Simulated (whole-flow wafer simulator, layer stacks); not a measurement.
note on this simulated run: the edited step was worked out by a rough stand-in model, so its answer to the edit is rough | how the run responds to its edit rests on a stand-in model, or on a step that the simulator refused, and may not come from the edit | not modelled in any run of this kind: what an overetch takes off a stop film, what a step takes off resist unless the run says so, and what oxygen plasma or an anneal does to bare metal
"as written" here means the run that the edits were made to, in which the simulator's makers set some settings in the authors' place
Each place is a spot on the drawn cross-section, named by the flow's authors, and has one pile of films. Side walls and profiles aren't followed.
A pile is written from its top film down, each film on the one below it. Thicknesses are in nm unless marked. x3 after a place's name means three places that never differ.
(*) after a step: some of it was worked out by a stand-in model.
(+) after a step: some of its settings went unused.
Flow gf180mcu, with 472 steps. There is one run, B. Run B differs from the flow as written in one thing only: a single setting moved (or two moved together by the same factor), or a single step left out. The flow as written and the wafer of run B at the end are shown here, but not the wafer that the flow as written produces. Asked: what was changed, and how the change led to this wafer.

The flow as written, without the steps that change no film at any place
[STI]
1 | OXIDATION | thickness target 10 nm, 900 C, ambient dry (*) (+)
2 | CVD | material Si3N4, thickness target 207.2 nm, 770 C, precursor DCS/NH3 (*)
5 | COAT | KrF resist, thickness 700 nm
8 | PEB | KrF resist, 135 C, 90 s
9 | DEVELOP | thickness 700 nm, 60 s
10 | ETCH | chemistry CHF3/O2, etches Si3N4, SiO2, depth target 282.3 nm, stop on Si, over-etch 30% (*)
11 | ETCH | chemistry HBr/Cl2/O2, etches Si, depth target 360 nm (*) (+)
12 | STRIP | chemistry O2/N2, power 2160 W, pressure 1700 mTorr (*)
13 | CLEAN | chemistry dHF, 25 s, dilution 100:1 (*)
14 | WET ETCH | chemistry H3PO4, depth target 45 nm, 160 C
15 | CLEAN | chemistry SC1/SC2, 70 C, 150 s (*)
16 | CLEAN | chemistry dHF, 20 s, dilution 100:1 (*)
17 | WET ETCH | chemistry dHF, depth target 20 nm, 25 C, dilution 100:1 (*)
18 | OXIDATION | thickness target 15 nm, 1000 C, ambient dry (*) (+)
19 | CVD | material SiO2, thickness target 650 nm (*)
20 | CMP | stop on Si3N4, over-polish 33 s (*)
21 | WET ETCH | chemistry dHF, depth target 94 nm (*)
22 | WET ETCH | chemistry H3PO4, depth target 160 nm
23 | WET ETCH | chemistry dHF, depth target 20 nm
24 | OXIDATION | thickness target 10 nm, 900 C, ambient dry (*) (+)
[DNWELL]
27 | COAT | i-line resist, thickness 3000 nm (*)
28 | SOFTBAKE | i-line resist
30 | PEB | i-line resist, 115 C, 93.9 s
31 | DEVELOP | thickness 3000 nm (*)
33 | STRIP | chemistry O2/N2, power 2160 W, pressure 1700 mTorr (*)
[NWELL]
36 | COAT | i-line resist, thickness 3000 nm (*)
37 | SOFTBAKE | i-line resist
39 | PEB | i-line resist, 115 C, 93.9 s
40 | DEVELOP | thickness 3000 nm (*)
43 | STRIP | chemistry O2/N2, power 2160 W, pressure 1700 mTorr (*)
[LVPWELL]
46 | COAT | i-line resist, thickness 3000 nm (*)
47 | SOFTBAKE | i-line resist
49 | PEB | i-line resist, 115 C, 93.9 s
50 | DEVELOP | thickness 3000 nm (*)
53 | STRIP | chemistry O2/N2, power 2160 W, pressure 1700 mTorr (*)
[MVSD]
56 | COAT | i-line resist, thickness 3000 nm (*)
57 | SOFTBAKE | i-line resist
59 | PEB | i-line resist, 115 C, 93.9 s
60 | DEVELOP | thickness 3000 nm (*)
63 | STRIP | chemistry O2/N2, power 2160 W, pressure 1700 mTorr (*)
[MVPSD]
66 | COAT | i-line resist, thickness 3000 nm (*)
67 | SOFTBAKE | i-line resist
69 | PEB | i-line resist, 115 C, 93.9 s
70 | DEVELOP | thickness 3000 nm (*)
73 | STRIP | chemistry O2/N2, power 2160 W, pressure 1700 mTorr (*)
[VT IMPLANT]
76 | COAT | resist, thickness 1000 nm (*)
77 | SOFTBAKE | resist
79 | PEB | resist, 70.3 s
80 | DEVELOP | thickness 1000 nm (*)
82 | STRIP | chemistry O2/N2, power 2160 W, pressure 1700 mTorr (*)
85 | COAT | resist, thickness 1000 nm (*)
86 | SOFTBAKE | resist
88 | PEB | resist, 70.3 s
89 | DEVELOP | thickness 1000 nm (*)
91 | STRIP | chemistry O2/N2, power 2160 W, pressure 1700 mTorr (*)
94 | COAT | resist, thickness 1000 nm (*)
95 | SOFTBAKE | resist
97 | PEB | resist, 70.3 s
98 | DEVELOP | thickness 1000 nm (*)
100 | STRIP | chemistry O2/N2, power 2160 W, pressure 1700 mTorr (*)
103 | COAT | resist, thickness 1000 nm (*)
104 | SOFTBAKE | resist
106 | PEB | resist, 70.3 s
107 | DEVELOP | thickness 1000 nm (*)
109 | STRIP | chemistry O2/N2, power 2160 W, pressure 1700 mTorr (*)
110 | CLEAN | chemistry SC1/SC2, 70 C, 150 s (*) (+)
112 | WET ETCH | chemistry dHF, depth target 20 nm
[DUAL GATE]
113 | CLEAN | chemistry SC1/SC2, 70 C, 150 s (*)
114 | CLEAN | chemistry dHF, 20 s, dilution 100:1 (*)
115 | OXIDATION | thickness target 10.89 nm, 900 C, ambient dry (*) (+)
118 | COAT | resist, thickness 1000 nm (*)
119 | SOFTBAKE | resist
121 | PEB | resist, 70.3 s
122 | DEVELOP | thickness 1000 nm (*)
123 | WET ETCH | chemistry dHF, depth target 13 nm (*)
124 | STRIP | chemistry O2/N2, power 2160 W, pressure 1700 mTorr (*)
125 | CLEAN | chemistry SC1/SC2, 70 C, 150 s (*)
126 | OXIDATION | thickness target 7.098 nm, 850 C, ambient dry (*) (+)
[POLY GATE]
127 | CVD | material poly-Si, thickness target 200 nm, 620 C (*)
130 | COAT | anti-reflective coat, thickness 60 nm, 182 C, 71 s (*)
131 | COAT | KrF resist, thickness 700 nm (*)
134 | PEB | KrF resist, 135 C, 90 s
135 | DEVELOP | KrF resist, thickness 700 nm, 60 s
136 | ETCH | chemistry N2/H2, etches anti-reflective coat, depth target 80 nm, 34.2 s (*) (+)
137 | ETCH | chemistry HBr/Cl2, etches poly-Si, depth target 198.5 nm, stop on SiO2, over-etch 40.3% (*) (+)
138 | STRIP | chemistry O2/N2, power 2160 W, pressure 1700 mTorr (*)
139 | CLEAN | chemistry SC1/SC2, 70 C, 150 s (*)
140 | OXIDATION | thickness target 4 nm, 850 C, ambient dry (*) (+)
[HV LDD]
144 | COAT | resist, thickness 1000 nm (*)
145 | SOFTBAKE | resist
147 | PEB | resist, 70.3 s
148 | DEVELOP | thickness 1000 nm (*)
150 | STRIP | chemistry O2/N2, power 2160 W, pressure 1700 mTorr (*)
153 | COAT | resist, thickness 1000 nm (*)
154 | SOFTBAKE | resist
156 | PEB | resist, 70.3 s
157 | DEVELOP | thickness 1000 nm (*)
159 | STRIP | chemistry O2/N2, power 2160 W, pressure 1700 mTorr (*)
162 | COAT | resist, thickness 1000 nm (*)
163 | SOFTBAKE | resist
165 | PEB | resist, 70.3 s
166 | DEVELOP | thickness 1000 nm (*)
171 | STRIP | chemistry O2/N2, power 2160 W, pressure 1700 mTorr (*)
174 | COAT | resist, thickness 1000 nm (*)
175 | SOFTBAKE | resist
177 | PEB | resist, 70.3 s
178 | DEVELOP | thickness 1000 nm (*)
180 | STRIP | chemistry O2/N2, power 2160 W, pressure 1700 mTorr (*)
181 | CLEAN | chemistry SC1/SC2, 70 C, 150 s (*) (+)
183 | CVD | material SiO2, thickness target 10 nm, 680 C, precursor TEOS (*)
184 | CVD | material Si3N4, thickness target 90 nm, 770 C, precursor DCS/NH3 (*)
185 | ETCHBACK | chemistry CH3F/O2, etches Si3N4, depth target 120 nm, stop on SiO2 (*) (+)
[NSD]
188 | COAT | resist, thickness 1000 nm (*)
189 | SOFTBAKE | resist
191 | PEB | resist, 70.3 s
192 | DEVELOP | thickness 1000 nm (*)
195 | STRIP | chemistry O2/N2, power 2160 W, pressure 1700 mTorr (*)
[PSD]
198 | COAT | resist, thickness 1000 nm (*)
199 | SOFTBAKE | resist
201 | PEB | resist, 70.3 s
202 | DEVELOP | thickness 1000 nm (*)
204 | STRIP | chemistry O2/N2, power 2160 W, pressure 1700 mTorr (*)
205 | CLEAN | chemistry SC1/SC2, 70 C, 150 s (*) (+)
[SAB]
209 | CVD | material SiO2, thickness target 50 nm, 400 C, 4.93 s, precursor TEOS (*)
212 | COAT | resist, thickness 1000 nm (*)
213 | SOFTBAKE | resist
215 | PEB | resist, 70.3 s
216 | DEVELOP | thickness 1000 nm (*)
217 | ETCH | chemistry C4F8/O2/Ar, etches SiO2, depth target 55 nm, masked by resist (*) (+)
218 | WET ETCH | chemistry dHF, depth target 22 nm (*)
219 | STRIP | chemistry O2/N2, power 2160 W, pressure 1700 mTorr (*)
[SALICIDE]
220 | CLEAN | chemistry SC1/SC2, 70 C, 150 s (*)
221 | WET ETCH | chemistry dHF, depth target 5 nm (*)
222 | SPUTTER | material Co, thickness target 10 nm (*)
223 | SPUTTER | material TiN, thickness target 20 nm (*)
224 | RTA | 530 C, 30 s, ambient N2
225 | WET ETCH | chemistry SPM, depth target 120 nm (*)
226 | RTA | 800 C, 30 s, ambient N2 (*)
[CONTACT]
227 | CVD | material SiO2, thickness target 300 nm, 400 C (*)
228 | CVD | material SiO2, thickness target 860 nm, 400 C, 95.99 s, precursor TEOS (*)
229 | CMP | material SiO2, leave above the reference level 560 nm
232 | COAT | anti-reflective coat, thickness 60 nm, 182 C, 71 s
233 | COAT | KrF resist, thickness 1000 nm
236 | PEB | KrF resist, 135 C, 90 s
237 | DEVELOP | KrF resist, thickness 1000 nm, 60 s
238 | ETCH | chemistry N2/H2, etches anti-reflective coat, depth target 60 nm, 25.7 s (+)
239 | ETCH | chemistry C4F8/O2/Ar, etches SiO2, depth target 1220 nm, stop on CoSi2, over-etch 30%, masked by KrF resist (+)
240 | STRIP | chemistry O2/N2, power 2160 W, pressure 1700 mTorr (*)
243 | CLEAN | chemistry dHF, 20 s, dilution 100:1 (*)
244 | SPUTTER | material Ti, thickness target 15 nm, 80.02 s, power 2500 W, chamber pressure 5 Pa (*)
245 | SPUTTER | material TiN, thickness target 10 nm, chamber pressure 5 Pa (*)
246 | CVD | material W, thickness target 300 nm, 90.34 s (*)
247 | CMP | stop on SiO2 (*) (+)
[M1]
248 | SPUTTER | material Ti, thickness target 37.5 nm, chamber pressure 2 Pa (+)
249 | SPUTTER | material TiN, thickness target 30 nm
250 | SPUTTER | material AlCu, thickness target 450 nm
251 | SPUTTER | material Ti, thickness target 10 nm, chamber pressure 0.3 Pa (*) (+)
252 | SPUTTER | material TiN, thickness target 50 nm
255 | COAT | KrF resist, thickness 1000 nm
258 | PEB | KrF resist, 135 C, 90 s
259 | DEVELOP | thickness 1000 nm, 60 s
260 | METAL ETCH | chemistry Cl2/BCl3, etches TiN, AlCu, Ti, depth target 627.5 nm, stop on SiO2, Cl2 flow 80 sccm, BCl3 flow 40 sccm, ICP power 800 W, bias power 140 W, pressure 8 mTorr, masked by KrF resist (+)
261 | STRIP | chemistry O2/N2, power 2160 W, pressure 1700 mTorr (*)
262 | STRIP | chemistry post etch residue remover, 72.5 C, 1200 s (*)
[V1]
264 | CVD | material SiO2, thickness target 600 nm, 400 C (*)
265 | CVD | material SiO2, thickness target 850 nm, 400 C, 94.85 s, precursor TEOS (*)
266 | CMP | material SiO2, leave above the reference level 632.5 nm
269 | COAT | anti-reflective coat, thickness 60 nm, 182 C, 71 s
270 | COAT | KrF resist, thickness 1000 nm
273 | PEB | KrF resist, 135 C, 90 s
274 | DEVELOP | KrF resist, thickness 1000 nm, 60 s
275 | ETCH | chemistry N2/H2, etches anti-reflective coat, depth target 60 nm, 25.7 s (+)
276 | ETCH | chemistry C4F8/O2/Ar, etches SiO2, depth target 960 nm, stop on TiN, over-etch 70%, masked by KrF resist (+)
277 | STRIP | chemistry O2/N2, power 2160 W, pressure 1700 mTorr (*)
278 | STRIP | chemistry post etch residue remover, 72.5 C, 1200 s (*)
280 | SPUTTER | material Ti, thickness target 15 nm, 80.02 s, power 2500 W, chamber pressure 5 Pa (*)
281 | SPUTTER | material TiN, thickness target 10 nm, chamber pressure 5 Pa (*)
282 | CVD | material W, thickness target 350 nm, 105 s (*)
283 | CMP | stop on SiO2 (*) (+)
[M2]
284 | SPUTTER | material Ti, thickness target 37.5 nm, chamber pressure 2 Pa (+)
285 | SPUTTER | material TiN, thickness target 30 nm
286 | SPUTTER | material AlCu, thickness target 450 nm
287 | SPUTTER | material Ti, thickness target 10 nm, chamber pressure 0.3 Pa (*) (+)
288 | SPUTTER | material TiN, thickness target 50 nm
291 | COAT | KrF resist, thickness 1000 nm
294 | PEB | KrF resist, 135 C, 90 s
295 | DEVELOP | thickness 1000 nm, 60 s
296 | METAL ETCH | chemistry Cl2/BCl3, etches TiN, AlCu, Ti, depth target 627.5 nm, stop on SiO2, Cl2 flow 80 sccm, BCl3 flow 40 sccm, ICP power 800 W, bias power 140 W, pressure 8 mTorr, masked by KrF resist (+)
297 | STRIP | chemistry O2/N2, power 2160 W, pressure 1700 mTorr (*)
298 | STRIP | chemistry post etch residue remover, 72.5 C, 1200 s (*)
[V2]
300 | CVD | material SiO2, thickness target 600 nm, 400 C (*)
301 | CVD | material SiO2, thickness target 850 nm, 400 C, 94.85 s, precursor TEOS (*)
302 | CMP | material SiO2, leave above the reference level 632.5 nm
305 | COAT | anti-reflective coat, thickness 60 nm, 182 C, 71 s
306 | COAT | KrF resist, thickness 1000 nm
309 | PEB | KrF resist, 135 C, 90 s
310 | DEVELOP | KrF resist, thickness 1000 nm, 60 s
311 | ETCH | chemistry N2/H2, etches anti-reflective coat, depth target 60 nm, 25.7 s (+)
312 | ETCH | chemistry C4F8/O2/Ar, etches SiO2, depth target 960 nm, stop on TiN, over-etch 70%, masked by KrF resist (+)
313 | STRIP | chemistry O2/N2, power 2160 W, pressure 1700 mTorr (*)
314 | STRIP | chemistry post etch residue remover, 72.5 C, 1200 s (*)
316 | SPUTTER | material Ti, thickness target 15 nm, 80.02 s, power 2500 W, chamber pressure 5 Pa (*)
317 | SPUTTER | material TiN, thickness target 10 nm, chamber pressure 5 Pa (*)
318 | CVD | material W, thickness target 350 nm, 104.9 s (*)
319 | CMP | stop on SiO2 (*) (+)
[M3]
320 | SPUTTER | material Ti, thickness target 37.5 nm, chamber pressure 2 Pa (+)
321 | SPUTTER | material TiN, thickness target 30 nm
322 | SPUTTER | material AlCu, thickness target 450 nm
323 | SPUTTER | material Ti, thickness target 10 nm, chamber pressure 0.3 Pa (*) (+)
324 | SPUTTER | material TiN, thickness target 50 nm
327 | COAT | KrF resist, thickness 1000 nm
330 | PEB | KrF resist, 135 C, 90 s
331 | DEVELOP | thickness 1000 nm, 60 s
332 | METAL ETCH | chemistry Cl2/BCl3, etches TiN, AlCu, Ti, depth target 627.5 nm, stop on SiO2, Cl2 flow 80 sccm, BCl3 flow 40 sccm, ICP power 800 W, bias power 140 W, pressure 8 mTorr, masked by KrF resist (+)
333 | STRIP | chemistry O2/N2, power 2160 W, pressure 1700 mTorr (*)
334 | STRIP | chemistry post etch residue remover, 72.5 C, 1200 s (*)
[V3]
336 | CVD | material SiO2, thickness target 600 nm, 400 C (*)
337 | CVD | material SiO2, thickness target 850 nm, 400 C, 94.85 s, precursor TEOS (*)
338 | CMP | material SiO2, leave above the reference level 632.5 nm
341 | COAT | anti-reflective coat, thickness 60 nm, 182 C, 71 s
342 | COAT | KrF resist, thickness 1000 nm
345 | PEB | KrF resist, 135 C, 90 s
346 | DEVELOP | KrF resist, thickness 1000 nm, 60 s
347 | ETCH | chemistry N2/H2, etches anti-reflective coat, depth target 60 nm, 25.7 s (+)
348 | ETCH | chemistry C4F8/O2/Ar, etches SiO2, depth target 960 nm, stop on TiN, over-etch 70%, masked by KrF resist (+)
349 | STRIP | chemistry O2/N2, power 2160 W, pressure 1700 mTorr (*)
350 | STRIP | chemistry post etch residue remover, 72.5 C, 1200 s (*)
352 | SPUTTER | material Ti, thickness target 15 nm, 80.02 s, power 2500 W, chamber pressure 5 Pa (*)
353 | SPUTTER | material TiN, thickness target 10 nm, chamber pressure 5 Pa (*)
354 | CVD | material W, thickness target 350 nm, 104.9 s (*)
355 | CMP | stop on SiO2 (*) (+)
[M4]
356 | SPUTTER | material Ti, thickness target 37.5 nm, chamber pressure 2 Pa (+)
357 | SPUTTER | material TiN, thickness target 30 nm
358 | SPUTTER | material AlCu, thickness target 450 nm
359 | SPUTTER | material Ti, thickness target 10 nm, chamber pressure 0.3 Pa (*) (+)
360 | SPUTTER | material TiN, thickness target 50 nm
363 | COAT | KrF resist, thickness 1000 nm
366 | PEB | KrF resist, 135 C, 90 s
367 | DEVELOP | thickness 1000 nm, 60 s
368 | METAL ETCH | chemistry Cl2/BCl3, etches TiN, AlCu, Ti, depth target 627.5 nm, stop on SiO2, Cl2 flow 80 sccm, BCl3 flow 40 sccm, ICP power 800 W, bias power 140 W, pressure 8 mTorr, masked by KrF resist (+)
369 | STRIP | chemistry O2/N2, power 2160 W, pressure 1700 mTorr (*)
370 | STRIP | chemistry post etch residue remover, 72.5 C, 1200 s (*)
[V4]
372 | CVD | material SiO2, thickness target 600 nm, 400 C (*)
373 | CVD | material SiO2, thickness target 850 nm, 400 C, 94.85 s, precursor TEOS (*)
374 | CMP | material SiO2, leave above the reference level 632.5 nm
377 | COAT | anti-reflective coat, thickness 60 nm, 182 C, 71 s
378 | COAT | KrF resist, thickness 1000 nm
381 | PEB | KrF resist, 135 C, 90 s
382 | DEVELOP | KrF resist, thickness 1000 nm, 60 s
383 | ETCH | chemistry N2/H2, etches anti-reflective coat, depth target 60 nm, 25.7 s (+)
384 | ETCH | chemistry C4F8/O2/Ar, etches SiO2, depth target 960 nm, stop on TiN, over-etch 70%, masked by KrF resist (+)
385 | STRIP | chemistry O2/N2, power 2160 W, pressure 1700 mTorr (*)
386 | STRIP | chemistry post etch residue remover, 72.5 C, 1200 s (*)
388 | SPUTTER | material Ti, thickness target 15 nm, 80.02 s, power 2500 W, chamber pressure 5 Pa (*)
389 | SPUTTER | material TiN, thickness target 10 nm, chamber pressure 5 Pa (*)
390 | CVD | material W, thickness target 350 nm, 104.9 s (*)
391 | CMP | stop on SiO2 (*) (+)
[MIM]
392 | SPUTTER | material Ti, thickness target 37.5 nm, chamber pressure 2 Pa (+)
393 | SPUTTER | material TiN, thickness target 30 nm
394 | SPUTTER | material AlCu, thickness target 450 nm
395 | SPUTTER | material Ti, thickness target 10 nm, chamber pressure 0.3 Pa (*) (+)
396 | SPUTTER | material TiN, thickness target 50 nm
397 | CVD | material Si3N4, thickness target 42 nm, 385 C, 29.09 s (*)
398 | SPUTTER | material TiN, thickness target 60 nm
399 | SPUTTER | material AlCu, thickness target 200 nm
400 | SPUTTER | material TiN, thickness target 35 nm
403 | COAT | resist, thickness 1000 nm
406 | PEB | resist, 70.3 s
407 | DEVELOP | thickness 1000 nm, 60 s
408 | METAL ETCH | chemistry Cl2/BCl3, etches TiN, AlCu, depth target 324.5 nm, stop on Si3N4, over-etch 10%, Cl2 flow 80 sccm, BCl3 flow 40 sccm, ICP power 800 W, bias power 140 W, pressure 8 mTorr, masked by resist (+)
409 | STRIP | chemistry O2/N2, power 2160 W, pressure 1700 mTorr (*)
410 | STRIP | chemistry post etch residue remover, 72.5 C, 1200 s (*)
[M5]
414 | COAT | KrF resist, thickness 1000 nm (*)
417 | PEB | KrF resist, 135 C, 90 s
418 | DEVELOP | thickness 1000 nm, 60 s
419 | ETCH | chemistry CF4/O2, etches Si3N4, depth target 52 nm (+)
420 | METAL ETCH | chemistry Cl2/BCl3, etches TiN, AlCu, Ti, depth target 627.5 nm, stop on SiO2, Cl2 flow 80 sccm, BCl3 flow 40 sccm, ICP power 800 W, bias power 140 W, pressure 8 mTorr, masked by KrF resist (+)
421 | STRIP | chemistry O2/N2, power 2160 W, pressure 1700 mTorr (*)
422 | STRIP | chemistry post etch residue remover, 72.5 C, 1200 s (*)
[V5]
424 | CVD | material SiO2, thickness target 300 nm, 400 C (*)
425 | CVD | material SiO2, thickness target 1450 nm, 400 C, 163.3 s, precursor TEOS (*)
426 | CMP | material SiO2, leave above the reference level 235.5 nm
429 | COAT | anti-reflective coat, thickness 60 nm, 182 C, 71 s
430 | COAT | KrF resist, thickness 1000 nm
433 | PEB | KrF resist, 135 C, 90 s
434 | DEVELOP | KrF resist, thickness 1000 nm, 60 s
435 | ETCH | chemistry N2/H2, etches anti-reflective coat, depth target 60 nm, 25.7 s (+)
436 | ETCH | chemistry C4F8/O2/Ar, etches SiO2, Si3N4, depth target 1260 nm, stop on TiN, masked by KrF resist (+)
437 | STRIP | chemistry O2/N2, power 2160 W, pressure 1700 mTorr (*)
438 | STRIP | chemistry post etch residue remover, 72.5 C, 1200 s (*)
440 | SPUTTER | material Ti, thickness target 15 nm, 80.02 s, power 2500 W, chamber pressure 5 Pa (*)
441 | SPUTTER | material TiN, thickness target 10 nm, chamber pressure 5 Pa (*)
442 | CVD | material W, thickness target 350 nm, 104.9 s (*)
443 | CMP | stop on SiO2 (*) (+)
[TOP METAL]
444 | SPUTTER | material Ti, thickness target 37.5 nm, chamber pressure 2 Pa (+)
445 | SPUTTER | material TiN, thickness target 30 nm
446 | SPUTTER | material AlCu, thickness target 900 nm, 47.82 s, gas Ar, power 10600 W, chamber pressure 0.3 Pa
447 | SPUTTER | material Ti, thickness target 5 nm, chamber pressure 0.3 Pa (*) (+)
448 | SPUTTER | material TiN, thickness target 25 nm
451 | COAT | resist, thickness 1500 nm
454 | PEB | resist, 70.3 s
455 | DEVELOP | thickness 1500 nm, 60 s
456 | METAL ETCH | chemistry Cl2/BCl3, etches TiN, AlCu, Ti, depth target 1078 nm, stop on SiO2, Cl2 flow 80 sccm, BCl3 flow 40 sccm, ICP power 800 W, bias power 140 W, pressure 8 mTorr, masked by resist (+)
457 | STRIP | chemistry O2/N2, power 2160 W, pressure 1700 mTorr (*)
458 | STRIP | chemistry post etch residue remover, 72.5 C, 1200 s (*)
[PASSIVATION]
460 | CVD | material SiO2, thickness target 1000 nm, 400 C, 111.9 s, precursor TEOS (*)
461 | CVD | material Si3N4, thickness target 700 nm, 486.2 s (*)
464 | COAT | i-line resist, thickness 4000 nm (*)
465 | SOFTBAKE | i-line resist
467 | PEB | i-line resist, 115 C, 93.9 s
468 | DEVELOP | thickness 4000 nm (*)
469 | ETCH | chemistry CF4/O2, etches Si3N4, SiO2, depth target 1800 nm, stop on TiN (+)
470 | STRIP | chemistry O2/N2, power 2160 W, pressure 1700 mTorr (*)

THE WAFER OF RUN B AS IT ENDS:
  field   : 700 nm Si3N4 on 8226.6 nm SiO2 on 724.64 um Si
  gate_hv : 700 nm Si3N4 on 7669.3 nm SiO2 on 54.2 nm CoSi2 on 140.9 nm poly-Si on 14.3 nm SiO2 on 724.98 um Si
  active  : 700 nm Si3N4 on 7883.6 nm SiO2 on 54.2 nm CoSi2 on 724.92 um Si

Cause: step 222, SPUTTER: thickness target 15.5 nm was run, whereas the flow has thickness target 10 nm.

The path from the change to this, step by step:
  222 | SPUTTER | material Co, thickness target 10 nm (*)
      field, field__w7, field__w8 and 72 more: +15.5 Co (new film) (as written it would have been: +10 Co (new film))
      field__w6, field_sub, field_sub__w2: +15.4 Co (new film) (as written it would have been: +9.95 Co (new film))
      (and at 33 other places as well)
  223 | SPUTTER | material TiN, thickness target 20 nm (*)
      field__w12: +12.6 TiN (new film) (as written it would have been: +12 TiN (new film))
  224 | RTA | 530 C, 30 s, ambient N2
      gate, gate_hv, gate_p and 22 more: under 1 film: +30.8 CoSi (new film), -15.5 Co (all of it), -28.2 poly-Si (as written it would have been: under 1 film: +19.9 CoSi (new film), -10 Co (all of it), -18.2 poly-Si)
      active, p_well, sd_n and 11 more: under 1 film: +30.8 CoSi (new film), -15.5 Co (all of it), -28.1 Si (as written it would have been: under 1 film: +19.9 CoSi (new film), -10 Co (all of it), -18.1 Si)
      (and at 10 other places as well)
  225 | WET ETCH | chemistry SPM, depth target 120 nm (*)
      field, field__w7, field__w8 and 32 more: -20 TiN (all of it), -15.5 Co (all of it) (as written it would have been: -20 TiN (all of it), -10 Co (all of it))
      field__w9, nw_enc_fld_lv__w3: -19.1 TiN (all of it), -14.9 Co (all of it) (as written it would have been: -19.1 TiN (all of it), -9.6 Co (all of it))
      (and at 25 other places as well)
  226 | RTA | 800 C, 30 s, ambient N2 (*)
      gate, gate_hv, gate_p and 22 more: +54.2 CoSi2 (new film), -30.8 CoSi (all of it), -28.2 poly-Si (as written it would have been: +35 CoSi2 (new film), -19.9 CoSi (all of it), -18.2 poly-Si)
      active, p_well, sd_n and 11 more: +54.2 CoSi2 (new film), -30.8 CoSi (all of it), -28.1 Si (as written it would have been: +35 CoSi2 (new film), -19.9 CoSi (all of it), -18.1 Si)
      (and at 10 other places as well)
